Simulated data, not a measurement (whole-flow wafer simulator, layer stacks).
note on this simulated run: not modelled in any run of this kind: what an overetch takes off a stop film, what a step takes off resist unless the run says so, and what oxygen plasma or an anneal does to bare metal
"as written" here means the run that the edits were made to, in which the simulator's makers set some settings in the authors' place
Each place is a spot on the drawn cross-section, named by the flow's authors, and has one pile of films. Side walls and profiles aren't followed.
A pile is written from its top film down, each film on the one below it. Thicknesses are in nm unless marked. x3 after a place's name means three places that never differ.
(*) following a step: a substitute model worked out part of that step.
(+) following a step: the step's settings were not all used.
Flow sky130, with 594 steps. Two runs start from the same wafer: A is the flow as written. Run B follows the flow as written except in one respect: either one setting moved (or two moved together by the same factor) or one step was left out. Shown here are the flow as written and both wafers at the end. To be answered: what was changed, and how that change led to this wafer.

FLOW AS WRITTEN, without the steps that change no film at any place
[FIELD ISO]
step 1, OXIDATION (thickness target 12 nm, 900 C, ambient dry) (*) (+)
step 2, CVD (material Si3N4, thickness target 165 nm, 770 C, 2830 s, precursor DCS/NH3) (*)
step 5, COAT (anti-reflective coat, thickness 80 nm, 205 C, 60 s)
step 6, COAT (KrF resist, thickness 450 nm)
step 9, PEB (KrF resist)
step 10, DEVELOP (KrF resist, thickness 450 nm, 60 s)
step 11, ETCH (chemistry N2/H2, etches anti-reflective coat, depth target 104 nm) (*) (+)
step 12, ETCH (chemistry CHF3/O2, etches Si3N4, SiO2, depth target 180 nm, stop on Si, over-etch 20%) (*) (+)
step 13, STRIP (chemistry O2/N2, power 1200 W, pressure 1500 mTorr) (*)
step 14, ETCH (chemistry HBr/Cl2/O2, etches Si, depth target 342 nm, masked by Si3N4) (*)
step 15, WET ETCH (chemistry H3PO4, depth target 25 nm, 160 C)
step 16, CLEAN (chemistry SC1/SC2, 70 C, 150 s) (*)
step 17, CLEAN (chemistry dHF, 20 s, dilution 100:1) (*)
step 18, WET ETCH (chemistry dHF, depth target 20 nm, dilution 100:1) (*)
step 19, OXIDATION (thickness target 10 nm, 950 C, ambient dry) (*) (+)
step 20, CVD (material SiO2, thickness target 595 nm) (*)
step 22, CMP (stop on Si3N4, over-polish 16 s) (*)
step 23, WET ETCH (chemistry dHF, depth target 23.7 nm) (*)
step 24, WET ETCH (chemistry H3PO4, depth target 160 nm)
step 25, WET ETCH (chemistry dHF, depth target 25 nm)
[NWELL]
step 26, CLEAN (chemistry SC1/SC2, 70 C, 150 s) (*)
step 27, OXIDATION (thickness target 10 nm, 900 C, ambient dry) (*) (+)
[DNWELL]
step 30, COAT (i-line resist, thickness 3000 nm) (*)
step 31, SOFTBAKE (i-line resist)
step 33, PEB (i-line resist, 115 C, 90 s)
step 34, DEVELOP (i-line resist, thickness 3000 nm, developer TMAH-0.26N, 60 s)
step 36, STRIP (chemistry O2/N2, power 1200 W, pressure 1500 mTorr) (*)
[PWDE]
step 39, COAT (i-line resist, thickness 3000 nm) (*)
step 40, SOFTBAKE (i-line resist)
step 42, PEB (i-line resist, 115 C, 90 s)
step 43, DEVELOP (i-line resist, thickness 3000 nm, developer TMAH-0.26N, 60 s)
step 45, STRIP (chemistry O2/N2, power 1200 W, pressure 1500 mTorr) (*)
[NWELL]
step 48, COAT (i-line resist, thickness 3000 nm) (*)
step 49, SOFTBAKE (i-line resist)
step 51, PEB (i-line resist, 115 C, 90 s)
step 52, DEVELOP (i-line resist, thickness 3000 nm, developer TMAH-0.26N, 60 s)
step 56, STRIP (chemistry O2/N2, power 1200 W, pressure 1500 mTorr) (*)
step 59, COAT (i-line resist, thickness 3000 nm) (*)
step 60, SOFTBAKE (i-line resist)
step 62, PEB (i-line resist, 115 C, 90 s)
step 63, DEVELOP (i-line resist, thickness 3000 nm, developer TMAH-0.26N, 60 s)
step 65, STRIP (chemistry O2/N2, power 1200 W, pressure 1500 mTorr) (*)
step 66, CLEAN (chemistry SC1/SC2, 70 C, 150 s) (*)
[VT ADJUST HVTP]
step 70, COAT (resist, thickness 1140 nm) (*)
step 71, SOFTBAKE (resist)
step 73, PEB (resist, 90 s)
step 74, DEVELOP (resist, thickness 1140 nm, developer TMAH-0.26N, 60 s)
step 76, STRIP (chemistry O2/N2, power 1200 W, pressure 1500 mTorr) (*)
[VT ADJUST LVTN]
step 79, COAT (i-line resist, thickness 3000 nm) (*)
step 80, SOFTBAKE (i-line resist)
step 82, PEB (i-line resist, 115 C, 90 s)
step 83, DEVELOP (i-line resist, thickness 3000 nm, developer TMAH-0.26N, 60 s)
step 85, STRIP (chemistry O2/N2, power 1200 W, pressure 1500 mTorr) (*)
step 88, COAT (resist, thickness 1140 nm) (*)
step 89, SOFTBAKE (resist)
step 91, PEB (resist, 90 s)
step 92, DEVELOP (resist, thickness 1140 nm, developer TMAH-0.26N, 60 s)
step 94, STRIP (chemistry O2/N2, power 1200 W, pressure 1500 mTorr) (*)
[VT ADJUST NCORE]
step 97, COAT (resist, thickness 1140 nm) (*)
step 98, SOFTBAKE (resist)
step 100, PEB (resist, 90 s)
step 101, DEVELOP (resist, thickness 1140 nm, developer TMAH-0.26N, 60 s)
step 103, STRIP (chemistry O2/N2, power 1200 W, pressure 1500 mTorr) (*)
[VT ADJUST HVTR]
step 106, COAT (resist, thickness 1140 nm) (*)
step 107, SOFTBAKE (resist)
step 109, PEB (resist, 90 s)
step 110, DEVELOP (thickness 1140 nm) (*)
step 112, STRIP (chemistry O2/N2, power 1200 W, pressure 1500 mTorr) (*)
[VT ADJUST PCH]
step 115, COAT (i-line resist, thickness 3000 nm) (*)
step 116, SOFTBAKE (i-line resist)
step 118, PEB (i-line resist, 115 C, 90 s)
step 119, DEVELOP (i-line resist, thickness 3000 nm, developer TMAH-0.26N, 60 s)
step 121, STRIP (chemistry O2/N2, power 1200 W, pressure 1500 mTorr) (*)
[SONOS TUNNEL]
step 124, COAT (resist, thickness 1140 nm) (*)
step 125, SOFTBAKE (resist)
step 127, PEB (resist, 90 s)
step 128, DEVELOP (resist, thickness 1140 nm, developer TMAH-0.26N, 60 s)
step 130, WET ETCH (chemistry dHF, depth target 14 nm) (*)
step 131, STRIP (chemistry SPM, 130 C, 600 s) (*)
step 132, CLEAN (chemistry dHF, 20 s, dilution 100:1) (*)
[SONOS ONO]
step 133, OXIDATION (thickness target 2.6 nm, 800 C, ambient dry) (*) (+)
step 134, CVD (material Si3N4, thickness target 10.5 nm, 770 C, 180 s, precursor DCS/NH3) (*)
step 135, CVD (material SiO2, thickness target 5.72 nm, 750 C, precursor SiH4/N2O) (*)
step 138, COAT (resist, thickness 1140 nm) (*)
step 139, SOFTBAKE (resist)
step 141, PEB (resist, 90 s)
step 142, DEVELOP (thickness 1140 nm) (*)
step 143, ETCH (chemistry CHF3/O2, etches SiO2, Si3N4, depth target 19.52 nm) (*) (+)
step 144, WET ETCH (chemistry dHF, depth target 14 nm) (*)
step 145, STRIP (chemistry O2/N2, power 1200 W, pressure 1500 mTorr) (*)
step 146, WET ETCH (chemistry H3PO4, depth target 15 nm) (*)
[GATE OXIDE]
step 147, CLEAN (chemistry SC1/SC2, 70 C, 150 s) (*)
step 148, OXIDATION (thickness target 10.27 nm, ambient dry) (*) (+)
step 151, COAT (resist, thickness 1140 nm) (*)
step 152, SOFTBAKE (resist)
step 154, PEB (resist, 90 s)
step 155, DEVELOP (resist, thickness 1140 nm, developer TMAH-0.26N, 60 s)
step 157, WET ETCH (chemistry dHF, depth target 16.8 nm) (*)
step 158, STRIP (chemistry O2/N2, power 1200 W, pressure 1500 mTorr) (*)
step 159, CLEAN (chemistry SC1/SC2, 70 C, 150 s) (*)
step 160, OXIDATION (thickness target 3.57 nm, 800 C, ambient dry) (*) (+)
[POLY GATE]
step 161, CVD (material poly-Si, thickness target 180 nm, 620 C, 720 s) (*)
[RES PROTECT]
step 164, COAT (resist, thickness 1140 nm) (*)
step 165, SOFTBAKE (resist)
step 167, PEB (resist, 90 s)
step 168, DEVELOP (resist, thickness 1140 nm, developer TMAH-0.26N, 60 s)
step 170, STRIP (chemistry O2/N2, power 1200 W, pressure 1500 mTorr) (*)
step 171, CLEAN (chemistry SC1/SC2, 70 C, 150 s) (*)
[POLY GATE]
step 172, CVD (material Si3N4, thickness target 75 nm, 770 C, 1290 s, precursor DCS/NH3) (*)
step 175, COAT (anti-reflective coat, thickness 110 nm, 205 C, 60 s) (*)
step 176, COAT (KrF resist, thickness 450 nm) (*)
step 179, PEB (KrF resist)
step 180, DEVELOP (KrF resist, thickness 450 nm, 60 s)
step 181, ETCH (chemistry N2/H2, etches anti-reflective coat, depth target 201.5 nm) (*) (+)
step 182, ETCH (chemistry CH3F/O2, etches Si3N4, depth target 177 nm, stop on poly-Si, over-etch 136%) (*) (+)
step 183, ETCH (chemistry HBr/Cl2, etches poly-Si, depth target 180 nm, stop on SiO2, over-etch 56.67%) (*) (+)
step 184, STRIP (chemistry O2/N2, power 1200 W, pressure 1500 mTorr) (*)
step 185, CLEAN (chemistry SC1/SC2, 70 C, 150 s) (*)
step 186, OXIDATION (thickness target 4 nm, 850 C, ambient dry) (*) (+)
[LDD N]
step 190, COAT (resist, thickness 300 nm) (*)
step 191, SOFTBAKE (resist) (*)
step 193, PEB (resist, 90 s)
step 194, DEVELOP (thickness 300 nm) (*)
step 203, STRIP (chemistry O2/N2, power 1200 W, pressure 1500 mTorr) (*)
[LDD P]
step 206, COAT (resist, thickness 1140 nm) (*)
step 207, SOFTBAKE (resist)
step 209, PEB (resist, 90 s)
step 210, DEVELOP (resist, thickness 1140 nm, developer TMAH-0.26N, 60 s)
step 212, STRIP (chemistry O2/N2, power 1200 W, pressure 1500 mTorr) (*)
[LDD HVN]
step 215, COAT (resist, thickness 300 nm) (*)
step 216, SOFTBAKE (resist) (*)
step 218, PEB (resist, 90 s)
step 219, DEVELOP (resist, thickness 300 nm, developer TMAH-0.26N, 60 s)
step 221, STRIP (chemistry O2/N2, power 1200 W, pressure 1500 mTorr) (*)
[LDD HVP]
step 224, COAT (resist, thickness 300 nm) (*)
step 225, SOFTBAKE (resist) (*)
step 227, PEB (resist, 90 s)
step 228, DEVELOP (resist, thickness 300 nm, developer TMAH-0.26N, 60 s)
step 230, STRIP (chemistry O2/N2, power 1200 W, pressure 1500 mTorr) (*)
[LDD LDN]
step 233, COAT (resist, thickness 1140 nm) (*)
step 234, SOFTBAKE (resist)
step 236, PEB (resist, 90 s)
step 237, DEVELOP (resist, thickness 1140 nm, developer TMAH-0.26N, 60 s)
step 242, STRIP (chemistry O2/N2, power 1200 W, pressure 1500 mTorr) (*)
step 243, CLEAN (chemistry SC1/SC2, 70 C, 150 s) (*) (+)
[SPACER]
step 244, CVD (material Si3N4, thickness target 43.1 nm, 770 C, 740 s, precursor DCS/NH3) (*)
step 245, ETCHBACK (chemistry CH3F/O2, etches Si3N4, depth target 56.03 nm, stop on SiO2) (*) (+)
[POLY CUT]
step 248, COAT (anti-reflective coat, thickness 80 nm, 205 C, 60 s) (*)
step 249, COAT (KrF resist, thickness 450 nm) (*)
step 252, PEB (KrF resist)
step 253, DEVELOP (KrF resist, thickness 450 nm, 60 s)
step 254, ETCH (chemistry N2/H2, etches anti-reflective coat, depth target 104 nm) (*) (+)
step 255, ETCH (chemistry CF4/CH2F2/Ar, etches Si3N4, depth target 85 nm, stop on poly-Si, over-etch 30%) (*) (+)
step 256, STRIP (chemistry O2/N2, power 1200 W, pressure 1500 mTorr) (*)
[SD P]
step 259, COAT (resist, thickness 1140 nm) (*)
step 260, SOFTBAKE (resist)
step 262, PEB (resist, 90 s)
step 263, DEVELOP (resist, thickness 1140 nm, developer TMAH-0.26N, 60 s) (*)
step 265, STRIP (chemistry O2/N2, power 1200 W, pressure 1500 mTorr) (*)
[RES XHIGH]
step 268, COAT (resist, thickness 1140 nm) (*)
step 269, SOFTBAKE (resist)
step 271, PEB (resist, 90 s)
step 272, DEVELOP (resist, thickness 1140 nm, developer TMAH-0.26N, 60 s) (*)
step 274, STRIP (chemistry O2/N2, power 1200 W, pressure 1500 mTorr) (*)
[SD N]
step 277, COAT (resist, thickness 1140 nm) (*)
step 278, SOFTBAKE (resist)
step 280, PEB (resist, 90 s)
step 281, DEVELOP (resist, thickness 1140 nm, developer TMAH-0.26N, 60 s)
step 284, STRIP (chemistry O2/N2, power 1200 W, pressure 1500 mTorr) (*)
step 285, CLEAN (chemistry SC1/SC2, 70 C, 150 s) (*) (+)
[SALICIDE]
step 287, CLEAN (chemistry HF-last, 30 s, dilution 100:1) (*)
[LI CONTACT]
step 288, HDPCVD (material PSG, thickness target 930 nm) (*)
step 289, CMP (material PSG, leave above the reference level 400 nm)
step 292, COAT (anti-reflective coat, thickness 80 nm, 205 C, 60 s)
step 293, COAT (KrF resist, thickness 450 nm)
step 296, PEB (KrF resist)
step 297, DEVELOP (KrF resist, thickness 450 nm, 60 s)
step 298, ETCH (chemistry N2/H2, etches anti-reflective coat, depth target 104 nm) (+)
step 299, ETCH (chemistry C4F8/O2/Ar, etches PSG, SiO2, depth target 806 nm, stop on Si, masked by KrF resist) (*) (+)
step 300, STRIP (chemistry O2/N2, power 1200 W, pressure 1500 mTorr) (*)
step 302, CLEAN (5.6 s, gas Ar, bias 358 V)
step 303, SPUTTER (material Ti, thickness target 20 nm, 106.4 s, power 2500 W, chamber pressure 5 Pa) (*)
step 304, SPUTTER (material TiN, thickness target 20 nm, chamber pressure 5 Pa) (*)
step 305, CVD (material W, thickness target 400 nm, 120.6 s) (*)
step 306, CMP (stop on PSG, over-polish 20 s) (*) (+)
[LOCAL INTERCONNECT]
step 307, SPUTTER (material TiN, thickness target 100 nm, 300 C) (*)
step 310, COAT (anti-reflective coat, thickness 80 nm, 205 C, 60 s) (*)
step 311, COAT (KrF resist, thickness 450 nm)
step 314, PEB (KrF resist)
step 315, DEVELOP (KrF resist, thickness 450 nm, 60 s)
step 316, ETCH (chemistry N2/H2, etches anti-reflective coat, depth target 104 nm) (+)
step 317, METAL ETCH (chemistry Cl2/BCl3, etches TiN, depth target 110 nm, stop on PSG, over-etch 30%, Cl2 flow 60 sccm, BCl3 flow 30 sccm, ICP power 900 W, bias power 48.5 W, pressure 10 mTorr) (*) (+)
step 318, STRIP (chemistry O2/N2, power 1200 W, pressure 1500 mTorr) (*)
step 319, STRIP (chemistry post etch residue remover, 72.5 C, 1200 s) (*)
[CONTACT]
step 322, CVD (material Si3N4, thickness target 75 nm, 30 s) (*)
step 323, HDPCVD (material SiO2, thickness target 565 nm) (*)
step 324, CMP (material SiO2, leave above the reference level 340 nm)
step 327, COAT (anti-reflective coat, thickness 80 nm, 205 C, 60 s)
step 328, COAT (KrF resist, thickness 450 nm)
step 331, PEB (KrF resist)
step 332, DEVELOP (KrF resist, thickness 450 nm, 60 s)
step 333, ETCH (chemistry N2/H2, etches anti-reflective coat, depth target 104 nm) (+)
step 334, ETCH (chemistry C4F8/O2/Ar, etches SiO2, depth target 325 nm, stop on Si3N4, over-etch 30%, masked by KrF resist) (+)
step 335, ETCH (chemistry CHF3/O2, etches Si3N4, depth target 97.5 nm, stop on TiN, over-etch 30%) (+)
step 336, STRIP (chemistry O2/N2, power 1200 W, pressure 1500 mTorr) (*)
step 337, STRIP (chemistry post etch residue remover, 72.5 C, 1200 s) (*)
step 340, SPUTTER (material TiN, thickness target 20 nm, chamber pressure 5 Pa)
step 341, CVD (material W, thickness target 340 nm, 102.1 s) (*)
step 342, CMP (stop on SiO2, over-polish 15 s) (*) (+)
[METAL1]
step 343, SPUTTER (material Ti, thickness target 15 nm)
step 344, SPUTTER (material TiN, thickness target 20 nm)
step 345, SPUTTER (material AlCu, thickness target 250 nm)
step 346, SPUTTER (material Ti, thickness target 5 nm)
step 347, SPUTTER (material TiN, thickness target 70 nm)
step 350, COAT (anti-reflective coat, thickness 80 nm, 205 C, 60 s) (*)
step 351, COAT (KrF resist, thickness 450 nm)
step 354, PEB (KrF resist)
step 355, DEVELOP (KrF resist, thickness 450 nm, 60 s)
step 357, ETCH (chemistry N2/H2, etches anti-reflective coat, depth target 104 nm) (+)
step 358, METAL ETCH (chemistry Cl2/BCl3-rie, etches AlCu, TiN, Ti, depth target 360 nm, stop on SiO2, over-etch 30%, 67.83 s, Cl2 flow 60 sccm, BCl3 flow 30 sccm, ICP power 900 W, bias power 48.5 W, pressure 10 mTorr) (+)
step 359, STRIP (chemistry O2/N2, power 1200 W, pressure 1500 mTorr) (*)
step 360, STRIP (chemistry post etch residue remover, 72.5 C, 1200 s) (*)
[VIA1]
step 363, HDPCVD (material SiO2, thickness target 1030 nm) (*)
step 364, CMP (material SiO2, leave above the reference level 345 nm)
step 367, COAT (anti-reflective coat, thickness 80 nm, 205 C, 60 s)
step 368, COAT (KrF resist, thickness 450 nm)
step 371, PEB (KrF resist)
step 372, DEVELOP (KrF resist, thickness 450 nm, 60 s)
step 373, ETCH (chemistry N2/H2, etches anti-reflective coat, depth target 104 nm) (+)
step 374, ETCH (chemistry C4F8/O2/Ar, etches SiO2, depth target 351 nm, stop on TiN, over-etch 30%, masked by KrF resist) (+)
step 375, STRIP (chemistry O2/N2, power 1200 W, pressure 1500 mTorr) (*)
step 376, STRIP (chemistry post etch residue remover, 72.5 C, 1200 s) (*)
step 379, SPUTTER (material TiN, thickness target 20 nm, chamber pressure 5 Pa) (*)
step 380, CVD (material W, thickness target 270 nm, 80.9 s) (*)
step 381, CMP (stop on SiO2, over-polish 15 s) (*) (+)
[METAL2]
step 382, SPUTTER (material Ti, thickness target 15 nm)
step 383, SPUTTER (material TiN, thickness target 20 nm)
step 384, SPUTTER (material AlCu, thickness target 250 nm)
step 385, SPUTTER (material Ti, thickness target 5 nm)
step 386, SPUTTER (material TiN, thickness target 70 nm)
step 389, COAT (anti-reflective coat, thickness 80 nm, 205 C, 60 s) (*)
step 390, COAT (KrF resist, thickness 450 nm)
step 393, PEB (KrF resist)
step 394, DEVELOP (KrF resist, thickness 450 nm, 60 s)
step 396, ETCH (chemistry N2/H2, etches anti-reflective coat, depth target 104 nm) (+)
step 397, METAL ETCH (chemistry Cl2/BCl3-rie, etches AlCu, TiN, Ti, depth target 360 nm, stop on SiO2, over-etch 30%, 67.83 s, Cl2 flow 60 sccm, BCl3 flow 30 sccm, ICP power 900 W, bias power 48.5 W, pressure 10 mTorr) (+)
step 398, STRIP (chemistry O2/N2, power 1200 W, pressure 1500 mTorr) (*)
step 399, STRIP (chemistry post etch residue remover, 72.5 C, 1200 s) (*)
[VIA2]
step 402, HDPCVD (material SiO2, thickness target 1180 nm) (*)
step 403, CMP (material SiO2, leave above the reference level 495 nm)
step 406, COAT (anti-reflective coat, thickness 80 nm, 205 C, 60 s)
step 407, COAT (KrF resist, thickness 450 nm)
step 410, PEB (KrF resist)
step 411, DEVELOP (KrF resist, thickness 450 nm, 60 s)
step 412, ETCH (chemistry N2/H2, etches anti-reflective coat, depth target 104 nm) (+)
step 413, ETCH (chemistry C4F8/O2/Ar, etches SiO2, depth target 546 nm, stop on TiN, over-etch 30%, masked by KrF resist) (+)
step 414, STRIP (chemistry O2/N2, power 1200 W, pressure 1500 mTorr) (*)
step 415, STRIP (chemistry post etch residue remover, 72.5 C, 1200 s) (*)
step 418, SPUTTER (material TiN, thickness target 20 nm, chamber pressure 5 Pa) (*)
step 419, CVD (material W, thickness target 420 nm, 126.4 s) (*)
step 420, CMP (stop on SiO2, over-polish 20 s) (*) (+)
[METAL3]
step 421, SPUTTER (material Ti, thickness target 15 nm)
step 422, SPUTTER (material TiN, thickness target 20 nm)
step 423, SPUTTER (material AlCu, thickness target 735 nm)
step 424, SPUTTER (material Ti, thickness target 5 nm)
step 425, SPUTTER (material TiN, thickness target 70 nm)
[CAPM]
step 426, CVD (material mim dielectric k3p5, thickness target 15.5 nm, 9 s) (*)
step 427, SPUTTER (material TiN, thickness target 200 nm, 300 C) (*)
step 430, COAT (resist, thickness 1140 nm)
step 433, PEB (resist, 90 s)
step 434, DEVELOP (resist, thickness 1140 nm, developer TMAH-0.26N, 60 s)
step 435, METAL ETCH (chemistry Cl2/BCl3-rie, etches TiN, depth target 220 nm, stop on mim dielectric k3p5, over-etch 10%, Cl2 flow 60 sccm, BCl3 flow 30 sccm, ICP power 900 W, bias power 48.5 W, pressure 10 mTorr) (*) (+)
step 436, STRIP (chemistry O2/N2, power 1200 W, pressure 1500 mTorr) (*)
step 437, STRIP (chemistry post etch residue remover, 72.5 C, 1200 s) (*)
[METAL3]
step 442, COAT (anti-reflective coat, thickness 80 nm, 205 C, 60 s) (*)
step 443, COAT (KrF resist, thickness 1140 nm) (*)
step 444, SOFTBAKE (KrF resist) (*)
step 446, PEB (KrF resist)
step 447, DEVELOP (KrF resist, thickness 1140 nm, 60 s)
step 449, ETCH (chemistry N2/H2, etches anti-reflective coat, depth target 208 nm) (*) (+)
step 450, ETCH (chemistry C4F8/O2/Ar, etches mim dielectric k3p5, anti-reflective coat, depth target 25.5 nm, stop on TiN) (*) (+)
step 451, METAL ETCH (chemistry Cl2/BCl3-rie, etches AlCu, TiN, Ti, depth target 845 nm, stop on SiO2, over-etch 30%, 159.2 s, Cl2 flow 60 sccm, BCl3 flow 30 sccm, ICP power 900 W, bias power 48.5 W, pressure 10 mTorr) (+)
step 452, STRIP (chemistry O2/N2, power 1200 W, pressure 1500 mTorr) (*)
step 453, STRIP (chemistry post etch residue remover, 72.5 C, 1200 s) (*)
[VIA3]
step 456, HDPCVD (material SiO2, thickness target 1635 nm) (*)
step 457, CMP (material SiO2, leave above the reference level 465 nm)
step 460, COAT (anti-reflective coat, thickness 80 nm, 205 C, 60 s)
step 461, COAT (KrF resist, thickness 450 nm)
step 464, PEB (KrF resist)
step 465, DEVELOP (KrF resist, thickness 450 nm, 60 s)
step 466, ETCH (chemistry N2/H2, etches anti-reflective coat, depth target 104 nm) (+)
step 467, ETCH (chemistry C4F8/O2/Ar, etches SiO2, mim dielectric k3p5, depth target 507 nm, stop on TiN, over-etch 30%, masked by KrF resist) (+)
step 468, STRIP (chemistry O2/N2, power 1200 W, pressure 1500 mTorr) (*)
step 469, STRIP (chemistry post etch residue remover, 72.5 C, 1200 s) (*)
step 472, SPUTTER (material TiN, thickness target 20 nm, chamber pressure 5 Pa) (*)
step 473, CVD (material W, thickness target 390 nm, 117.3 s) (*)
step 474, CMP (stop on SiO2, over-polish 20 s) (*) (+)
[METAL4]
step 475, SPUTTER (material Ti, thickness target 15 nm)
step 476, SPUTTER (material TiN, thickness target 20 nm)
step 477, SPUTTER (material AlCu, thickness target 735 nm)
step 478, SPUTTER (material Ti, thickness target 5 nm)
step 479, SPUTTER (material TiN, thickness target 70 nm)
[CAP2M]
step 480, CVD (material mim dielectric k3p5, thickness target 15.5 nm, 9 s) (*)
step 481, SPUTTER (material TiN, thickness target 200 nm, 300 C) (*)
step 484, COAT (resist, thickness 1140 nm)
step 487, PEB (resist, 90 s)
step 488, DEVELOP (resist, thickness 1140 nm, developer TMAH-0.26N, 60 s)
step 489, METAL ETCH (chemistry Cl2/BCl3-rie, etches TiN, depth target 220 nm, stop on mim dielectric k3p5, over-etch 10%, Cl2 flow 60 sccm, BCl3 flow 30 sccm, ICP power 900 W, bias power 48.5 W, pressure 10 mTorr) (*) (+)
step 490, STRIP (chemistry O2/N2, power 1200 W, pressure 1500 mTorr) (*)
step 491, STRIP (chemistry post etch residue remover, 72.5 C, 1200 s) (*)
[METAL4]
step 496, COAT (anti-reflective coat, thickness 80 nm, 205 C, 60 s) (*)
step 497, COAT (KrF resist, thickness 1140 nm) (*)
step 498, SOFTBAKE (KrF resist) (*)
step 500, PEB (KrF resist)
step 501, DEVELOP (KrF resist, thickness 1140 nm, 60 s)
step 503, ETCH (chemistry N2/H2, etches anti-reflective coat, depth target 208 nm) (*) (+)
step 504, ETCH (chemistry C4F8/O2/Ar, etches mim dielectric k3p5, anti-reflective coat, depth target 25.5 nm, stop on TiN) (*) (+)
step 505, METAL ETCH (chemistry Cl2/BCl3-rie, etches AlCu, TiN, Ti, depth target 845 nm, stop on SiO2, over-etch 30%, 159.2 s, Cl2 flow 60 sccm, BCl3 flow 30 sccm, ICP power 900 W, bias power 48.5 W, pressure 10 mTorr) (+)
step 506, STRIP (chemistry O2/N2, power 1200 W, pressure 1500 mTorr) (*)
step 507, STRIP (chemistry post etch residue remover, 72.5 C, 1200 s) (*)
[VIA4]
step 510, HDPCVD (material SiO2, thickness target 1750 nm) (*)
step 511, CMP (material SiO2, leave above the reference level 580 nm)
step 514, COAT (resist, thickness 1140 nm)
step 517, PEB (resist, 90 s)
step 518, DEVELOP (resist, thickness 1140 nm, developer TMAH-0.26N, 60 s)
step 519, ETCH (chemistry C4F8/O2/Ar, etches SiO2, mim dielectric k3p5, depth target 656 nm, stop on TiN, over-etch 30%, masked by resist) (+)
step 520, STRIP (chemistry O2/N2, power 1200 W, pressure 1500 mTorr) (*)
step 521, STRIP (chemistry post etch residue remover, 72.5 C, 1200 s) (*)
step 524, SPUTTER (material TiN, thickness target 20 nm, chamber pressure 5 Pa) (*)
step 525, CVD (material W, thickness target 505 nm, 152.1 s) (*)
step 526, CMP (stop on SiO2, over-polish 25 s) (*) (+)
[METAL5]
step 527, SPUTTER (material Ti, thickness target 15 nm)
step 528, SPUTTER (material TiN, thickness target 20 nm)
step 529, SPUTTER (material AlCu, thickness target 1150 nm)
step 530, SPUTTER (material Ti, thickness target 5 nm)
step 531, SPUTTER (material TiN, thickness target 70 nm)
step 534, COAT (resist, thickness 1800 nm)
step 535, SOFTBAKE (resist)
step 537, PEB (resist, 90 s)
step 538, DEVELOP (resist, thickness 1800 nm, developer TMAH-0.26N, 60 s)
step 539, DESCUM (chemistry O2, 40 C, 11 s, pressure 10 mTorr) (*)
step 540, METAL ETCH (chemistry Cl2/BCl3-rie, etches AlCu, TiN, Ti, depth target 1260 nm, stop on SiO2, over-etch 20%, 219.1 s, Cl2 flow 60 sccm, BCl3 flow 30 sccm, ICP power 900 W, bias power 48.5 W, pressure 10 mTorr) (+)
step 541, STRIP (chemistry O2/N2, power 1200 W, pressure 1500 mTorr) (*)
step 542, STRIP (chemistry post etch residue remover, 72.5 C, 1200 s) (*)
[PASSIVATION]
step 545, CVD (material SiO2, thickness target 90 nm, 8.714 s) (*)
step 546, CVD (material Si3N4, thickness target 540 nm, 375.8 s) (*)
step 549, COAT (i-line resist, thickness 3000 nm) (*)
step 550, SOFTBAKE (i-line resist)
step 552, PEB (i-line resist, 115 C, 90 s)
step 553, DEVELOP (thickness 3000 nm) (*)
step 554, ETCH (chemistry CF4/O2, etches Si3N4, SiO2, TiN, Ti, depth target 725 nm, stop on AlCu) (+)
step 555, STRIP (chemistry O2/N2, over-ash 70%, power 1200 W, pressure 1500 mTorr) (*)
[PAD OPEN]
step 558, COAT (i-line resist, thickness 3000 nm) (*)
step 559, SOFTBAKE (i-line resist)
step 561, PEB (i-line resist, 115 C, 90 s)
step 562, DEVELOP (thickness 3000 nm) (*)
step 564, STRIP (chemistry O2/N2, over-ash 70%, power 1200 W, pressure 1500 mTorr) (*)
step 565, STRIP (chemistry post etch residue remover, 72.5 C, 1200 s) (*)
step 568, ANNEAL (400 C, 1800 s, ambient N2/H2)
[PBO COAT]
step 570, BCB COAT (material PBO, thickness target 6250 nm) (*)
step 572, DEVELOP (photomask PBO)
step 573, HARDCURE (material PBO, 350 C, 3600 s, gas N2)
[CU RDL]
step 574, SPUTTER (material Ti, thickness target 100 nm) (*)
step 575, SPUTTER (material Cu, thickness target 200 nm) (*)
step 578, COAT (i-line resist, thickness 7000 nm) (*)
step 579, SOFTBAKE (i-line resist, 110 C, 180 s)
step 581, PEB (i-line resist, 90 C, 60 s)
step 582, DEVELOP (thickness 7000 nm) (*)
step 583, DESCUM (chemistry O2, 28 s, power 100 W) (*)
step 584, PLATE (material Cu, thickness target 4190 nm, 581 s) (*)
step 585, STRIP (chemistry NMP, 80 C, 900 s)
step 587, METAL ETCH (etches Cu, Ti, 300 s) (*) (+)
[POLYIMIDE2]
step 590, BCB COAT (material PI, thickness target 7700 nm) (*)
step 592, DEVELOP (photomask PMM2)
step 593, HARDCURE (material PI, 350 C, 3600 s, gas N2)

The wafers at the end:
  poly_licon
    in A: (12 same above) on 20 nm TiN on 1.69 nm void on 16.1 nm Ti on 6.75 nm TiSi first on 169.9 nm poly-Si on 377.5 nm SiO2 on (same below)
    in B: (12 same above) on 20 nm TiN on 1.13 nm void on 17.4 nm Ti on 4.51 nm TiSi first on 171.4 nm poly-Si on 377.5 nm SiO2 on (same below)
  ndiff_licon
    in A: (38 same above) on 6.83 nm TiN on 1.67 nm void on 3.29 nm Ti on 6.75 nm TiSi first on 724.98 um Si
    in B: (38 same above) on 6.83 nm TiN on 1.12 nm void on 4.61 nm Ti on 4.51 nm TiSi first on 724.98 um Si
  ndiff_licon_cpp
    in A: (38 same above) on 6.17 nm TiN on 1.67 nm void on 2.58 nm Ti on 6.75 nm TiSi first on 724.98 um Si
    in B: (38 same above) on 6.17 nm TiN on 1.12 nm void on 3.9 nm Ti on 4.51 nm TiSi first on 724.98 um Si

The reason: step 568, ANNEAL: 366 C was run, whereas the flow has 400 C.

How this came from the change, step by step:
  step 568, ANNEAL (400 C, 1800 s, ambient N2/H2)
      poly_licon, rpo_hd_licon: A under 11 films: void gains 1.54 (new film), Ti loses 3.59, TiSi first gains 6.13 (new film), poly-Si loses 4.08 | B under 11 films: void gains 0.88 (new film), Ti loses 2.05, TiSi first gains 3.51 (new film), poly-Si loses 2.34
      ndiff_licon, ndiff_licon_cpp: A under 37 films: void gains 1.52 (new film), Ti loses 3.59, TiSi first gains 6.13 (new film), Si loses 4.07 | B under 37 films: void gains 0.87 (new film), Ti loses 2.05, TiSi first gains 3.51 (new film), Si loses 2.33
